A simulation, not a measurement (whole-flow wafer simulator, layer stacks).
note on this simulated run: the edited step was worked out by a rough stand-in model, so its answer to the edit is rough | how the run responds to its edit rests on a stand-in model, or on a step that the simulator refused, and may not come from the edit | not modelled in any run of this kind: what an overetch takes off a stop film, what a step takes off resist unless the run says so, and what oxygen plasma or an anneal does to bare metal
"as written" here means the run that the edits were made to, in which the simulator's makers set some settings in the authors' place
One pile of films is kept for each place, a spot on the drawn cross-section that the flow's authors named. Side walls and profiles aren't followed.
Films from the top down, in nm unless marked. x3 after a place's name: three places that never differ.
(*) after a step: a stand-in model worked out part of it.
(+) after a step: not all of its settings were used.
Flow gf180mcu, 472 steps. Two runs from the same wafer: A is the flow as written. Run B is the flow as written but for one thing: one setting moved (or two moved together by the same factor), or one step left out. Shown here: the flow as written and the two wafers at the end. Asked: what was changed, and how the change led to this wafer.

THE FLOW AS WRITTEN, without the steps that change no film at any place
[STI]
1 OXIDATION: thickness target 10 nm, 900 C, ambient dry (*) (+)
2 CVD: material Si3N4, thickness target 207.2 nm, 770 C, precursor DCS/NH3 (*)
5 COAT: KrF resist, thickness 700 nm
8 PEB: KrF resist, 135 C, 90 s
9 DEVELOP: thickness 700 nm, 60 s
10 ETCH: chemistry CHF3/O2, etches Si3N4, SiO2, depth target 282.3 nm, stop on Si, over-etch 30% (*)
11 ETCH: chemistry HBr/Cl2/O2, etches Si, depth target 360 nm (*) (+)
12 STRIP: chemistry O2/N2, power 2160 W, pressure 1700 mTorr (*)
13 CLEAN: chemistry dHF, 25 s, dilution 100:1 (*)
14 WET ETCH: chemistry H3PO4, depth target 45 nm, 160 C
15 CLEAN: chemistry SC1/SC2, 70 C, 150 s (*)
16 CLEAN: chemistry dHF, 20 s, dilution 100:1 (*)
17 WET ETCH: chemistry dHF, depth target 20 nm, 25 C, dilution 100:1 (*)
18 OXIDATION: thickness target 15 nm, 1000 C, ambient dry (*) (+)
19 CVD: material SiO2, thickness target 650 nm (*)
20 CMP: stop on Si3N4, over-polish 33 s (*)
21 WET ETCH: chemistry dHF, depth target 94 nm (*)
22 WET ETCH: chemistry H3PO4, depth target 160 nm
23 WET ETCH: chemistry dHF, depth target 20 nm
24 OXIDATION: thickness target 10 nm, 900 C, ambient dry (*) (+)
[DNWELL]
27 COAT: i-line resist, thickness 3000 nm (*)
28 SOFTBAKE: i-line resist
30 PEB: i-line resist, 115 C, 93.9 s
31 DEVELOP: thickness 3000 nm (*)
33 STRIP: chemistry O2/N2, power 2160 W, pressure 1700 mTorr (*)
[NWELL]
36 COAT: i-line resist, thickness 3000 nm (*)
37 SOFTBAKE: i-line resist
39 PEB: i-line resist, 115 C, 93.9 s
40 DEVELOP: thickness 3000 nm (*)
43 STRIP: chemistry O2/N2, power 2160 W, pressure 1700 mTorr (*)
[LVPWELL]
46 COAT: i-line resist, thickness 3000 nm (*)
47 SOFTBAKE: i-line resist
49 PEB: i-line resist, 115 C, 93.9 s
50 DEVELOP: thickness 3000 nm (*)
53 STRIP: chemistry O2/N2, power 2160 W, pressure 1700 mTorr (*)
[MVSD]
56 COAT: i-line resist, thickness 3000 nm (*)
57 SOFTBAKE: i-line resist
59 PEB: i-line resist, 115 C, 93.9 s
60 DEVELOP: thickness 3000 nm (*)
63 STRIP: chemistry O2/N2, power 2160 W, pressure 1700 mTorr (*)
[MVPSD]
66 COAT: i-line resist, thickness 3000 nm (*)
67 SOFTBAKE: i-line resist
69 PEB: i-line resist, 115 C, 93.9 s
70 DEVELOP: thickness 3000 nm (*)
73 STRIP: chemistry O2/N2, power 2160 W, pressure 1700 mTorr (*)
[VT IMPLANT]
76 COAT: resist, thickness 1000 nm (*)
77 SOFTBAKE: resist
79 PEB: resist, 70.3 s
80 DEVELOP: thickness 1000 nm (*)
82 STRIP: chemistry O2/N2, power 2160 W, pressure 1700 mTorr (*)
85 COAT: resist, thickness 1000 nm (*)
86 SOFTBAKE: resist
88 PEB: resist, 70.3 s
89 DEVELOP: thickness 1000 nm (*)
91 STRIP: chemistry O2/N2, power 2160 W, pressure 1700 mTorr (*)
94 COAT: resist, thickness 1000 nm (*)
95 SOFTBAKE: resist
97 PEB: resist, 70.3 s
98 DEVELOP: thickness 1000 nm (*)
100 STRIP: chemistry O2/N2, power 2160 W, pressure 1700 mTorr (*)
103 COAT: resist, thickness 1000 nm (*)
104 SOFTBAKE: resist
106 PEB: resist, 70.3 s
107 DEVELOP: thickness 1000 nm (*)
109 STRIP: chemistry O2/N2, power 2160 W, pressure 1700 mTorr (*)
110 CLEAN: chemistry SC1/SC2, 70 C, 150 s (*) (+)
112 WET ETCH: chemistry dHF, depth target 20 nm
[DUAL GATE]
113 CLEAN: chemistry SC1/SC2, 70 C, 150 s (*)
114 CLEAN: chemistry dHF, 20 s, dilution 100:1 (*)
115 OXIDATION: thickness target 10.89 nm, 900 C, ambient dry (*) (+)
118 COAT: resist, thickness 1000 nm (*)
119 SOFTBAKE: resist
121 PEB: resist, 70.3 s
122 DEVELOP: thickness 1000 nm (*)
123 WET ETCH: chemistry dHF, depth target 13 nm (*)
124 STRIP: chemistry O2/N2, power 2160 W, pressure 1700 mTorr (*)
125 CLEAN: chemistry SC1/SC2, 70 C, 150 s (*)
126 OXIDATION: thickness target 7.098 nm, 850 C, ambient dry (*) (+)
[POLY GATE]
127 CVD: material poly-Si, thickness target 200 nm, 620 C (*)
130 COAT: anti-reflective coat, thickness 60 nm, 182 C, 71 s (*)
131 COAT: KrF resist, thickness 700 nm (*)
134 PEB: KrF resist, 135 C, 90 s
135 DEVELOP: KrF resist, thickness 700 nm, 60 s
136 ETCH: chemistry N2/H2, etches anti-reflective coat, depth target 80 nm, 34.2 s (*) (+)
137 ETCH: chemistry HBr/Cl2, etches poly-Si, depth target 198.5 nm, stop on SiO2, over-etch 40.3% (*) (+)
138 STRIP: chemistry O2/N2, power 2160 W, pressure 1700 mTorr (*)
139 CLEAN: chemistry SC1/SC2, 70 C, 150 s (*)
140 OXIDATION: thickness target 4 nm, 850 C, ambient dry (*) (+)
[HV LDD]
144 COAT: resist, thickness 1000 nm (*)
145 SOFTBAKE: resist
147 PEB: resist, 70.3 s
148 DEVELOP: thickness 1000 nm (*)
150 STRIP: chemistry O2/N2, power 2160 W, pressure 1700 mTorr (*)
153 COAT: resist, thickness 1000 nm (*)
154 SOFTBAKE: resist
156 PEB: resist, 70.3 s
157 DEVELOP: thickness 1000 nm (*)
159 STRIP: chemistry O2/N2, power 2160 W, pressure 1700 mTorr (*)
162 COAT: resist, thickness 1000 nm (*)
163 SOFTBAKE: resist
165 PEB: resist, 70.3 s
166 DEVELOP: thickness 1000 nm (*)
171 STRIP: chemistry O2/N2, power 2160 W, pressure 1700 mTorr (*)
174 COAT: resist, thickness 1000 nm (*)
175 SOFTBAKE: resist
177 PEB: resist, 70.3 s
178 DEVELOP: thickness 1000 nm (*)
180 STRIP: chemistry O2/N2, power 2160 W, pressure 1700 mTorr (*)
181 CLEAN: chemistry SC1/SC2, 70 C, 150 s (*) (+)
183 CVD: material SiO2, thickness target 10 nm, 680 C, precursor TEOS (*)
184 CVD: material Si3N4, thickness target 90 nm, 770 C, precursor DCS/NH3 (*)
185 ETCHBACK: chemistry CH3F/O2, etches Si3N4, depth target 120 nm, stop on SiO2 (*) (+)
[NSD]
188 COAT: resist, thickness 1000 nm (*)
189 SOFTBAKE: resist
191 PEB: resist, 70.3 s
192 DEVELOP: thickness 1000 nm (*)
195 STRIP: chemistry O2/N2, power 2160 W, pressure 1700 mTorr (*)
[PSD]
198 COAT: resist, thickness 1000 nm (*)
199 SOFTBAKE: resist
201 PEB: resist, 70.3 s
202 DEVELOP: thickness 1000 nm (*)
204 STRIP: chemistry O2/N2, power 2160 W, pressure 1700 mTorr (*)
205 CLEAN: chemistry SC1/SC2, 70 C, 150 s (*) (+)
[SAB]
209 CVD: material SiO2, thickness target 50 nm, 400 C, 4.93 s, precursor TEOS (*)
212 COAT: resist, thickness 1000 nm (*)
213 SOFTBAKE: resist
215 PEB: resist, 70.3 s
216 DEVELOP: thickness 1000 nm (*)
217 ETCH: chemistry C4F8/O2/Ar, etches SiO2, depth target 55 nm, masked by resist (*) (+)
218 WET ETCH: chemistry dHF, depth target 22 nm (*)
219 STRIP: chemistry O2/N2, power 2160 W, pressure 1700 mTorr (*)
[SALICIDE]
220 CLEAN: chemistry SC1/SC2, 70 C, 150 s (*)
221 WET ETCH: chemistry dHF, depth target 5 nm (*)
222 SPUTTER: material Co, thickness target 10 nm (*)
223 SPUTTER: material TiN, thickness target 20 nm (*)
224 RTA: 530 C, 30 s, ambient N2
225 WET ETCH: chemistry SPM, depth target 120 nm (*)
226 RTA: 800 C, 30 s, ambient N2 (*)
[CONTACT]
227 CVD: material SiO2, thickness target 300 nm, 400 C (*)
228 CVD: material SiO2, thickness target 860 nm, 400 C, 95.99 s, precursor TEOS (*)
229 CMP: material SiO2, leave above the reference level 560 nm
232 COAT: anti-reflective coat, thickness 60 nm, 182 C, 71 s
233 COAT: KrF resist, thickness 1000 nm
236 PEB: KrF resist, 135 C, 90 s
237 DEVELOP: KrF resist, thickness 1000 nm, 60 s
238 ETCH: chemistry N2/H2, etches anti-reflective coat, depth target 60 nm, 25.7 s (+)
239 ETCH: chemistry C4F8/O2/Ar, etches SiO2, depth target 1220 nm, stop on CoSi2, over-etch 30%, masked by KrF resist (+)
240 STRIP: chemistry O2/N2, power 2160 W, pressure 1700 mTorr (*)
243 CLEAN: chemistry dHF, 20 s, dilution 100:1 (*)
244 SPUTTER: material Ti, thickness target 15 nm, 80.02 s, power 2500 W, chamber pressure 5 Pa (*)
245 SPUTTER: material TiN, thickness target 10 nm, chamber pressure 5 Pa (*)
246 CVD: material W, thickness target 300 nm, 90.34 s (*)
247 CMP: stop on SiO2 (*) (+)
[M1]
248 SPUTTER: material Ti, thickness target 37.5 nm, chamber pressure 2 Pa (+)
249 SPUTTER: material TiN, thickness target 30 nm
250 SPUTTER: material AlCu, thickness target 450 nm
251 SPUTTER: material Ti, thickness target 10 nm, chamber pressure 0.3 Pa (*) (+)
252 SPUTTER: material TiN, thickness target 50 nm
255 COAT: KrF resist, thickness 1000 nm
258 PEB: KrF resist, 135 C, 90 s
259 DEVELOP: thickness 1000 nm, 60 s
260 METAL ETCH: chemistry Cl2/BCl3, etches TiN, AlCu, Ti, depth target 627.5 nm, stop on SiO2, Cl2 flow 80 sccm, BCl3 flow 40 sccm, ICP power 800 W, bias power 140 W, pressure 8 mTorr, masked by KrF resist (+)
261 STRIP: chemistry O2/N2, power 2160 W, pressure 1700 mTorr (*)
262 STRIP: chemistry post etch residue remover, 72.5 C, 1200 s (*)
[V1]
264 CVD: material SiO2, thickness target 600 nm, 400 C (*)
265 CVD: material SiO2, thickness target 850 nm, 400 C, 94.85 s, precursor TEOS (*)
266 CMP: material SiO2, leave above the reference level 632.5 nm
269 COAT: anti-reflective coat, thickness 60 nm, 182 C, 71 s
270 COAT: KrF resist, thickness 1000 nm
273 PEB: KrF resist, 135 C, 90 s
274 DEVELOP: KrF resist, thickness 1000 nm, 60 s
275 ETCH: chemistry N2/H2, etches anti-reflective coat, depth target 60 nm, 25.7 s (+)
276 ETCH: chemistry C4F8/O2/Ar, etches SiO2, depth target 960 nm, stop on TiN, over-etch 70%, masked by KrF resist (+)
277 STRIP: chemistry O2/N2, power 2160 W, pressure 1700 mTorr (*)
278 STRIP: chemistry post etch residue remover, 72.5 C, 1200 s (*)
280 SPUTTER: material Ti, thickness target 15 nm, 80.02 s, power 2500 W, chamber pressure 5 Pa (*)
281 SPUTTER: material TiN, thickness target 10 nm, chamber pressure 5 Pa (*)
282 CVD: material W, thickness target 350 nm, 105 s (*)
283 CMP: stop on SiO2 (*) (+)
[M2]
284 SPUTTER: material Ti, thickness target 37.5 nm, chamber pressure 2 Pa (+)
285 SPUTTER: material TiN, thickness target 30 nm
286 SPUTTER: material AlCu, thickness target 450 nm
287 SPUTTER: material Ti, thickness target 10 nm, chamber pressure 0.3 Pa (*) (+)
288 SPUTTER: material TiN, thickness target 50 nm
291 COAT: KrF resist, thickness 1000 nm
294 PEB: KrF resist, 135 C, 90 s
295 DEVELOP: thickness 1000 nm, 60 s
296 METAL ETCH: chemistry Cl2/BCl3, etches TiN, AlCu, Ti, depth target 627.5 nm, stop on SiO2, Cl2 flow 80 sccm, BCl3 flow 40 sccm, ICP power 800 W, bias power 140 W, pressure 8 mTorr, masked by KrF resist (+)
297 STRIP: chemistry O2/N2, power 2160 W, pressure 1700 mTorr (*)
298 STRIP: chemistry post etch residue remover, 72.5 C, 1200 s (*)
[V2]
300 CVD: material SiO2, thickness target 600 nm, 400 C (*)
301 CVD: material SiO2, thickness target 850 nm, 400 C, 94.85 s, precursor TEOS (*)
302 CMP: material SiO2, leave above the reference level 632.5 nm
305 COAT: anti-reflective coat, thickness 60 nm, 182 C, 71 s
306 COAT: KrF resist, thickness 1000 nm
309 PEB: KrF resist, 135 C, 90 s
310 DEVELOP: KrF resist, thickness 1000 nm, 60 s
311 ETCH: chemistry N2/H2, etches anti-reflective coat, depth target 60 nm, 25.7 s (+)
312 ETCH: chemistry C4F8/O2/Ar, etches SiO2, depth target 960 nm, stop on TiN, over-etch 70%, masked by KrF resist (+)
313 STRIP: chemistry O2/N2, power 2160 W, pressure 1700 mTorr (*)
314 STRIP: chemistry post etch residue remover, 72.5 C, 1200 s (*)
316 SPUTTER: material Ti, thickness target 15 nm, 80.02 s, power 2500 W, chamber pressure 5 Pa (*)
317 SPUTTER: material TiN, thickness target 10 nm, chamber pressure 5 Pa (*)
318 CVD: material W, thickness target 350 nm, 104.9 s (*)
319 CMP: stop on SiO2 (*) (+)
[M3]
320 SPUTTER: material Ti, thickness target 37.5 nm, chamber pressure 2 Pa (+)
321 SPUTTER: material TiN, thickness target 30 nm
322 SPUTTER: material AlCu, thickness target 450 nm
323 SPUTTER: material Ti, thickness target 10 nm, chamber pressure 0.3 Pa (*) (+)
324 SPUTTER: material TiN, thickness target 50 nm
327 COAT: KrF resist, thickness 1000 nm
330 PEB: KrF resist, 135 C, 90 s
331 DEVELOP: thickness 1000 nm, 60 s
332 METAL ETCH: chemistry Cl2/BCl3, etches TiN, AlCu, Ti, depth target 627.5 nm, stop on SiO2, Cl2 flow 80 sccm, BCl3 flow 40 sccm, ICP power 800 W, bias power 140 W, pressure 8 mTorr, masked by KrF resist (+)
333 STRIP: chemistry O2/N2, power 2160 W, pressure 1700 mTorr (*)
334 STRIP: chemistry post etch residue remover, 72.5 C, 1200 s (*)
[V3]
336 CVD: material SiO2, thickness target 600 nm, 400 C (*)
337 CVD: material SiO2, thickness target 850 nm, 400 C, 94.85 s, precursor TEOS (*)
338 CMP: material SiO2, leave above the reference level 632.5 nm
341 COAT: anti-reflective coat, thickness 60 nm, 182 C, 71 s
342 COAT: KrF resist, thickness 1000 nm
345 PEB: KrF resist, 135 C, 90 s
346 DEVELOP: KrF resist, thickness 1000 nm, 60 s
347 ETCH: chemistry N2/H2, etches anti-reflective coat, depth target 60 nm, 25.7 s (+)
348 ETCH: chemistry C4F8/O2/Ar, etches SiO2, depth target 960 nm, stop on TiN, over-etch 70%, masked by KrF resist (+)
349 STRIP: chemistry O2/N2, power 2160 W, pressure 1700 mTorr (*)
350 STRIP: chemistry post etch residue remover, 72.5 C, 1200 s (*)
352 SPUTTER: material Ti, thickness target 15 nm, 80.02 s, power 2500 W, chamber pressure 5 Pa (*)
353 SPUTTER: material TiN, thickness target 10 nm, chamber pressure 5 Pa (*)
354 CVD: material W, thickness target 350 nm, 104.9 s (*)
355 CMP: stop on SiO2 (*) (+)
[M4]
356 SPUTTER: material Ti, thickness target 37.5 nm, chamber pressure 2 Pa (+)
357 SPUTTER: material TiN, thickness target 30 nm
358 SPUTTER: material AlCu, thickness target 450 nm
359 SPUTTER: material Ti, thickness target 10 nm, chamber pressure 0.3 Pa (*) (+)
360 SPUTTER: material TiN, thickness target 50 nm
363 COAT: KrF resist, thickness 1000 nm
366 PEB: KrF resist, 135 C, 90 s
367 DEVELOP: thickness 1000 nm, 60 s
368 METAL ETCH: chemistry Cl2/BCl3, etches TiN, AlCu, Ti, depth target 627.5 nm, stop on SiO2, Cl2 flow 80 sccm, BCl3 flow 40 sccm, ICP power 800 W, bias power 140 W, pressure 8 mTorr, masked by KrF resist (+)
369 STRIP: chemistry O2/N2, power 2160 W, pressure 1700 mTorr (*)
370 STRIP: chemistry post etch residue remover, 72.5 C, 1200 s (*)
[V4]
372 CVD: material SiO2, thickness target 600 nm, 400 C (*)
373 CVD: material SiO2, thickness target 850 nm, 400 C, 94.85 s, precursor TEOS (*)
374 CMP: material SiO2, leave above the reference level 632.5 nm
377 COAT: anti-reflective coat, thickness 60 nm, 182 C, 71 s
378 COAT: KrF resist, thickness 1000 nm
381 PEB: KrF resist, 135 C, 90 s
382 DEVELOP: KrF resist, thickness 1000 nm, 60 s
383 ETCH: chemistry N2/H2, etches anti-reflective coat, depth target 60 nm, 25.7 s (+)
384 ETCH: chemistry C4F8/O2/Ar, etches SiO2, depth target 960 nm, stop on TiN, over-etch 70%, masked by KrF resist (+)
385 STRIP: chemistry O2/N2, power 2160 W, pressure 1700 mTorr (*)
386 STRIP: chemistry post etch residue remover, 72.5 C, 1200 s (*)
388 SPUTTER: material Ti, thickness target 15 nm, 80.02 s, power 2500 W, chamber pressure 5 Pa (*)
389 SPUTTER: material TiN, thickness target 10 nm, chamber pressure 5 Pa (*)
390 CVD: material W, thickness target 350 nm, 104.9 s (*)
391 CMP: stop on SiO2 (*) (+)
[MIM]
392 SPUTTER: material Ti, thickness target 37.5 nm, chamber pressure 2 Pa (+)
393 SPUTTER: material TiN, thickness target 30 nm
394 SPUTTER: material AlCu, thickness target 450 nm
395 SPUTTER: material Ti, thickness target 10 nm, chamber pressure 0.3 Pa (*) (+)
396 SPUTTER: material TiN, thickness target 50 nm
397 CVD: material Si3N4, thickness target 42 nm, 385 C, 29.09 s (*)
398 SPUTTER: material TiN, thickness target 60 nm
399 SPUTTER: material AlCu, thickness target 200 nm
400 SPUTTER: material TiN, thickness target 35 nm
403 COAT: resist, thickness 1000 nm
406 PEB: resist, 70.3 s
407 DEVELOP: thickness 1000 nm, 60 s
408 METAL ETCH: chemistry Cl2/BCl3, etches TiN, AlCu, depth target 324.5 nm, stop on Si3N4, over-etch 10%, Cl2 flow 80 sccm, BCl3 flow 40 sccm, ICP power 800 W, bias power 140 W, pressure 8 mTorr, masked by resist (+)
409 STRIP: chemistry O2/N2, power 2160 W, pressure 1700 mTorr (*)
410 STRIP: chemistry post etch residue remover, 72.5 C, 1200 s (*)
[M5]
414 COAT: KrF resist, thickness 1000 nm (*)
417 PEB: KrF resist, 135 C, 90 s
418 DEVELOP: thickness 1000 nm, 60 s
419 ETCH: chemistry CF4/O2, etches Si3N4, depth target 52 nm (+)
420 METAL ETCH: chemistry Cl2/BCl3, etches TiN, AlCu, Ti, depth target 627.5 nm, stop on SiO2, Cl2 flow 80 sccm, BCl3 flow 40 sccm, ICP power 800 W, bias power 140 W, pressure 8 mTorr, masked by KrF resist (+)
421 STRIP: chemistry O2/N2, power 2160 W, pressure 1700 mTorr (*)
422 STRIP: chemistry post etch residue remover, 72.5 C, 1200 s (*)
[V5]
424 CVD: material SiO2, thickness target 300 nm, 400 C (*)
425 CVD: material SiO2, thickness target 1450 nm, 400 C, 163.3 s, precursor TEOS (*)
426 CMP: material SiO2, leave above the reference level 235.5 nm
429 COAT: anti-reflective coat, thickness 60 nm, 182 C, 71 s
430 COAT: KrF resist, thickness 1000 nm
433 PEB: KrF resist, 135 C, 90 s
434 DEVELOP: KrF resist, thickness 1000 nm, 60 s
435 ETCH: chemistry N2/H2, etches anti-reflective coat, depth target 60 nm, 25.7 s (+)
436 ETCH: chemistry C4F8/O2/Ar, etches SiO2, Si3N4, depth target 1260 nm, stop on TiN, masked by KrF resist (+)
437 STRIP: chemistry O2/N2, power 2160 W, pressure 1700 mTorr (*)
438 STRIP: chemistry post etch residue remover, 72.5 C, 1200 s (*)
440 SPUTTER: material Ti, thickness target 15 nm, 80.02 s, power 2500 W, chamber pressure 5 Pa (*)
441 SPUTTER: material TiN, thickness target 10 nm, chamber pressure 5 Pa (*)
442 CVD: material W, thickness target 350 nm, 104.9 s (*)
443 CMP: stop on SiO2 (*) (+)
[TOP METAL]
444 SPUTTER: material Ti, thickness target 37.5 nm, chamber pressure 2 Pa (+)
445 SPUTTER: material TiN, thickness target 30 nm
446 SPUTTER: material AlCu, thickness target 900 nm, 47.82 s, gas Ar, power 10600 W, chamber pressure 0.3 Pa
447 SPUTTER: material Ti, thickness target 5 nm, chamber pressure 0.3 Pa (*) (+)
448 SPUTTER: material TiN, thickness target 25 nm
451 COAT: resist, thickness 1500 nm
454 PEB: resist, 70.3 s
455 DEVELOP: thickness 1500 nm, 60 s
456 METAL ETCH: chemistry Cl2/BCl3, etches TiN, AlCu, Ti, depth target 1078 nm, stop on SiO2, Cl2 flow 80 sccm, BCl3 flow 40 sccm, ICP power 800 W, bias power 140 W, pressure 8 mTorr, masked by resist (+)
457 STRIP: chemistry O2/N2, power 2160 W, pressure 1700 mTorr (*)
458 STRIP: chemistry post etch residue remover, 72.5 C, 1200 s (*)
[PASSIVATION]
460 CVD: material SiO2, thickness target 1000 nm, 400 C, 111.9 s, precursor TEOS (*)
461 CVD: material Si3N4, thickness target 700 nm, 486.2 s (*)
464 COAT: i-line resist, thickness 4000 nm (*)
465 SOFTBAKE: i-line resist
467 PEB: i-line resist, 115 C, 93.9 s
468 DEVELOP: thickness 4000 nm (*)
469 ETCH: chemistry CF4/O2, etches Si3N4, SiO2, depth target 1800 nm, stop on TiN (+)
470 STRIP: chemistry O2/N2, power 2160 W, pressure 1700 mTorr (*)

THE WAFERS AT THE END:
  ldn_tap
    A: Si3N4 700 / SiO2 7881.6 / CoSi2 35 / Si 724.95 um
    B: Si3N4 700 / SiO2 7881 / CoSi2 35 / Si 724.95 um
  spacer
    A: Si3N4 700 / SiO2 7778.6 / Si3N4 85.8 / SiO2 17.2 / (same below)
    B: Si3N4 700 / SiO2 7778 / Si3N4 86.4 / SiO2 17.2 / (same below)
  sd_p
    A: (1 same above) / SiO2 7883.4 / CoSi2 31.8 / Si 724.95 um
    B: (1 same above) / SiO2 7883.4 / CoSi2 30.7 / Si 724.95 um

The cause: step 209, CVD: thickness target 71.5 nm was run, where the flow has thickness target 50 nm; step 209, CVD: 7.05 s was run, where the flow has 4.93 s.

How the change led to this, step by step:
  209 CVD: material SiO2, thickness target 50 nm, 400 C, 4.93 s, precursor TEOS (*)
      field, field__w7, field__w8 and 73 more: A SiO2 +50 | B SiO2 +70.8
      field_sub__w1, field_sub__w3, field_sub__w4, field_sub__w5, ld_drift_n: A SiO2 +48.9 | B SiO2 +69.2
      (and at 28 more places)
  217 ETCH: chemistry C4F8/O2/Ar, etches SiO2, depth target 55 nm, masked by resist (*) (+)
      spacer: A SiO2 -50 (all of it), Si3N4 -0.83 | B SiO2 -55
  218 WET ETCH: chemistry dHF, depth target 22 nm (*)
      ldn_tap, ldn_src, ldn_drn, ldp_tap, ldp_src, ldp_drn, ldp_gr: A SiO2 -16 (all of it) | B SiO2 -35.5
      ld_drn_n, ld_sd_p: A SiO2 -14.8 (all of it) | B SiO2 -34.2
      (and at 91 more places)
  219 STRIP: chemistry O2/N2, power 2160 W, pressure 1700 mTorr (*)
      active_hv, active_nat, ld_sd_n and 10 more: A chemical SiO2 +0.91 (new film), Si -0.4 | B nothing
  220 CLEAN: chemistry SC1/SC2, 70 C, 150 s (*)
      ld_sd_n: A chemical SiO2 -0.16, Si -0.23 | B SiO2 -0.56 (all of it)
  221 WET ETCH: chemistry dHF, depth target 5 nm (*)
      ldn_tap, ldn_src, ldn_drn, ldp_tap, ldp_src, ldp_drn, ldp_gr: A chemical SiO2 -0.76 (all of it) | B SiO2 -0.91 (all of it)
      active_hv: A chemical SiO2 -0.76 (all of it) | B SiO2 -0.6 (all of it)
      (and at 5 more places)
  223 SPUTTER: material TiN, thickness target 20 nm (*)
      field__w12: A TiN +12 (new film) | B TiN +12.7 (new film)
      sd_p: A TiN +17.9 (new film) | B TiN +17.2 (new film)
      (and at 1 more place)
  224 RTA: 530 C, 30 s, ambient N2
      sd_p: A under 1 film: CoSi +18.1 (new film), Co -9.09 (all of it), Si -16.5 | B under 1 film: CoSi +17.4 (new film), Co -8.78 (all of it), Si -15.9
  225 WET ETCH: chemistry SPM, depth target 120 nm (*)
      field__w12: A TiN -12 (all of it), Co -6.15 (all of it) | B TiN -12.7 (all of it), Co -6.44 (all of it)
      sd_p: A TiN -17.9 (all of it) | B TiN -17.2 (all of it)
      (and at 1 more place)
  226 RTA: 800 C, 30 s, ambient N2 (*)
      sd_p: A CoSi2 +31.8 (new film), CoSi -18.1 (all of it), Si -16.5 | B CoSi2 +30.7 (new film), CoSi -17.4 (all of it), Si -15.9
  229 CMP: material SiO2, leave above the reference level 560 nm
      ldn_sep__w1, ldn_sep__w2, ldn_dft and 8 more: A SiO2 -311 | B SiO2 -319.6
      sti, mim_1p0, pad, dice_street, iso_nw_fld, iso_fld_sub: A SiO2 -296.8 | B SiO2 -305.4
      (and at 43 more places)
